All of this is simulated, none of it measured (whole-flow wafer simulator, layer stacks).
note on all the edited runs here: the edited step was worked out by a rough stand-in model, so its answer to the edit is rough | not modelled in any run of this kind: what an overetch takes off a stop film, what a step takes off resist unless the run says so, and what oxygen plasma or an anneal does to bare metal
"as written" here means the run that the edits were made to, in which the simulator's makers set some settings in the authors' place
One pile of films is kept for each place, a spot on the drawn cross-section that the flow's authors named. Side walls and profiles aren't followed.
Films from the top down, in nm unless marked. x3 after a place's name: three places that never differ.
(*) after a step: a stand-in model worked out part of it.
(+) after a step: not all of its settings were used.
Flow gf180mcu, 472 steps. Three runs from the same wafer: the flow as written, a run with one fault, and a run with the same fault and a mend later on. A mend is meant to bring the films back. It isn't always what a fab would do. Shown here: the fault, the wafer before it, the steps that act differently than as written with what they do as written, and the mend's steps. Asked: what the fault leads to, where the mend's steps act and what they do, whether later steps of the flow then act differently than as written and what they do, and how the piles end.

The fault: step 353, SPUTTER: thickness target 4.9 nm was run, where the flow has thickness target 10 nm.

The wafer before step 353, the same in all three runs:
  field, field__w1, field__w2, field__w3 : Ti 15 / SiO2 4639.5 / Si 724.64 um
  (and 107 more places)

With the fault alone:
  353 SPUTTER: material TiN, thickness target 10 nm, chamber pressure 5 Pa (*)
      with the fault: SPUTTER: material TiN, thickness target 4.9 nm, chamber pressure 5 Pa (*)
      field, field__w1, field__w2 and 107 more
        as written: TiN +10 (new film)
        with the fault: TiN +4.9 (new film)
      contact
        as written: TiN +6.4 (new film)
        with the fault: TiN +3.14 (new film)
  Later steps of the flow that act differently than as written (1 more step differs only slightly, by at most 2% or 0.5 nm, whichever is larger, and isn't shown):
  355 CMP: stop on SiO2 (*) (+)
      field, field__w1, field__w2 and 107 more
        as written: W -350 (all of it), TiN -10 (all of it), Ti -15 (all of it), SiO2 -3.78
        with the fault: W -350 (all of it), TiN -4.9 (all of it), Ti -15 (all of it), SiO2 -3.73
  At the end the piles differ from the flow's by more than 2% or 0.5 nm, whichever is larger, at contact.
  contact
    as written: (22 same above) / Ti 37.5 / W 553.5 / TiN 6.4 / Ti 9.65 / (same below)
    with the fault: (22 same above) / Ti 37.5 / W 556.8 / TiN 3.14 / Ti 9.65 / (same below)

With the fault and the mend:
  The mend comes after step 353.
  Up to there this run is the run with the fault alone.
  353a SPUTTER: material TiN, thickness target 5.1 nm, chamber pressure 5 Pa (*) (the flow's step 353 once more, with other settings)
      field, field__w1, field__w2 and 107 more
        TiN +5.1
      contact
        TiN +3.26
  No later step of the flow acts differently than as written at any place that is followed.
  At the end the piles are the same as the flow's at every place that both follow.
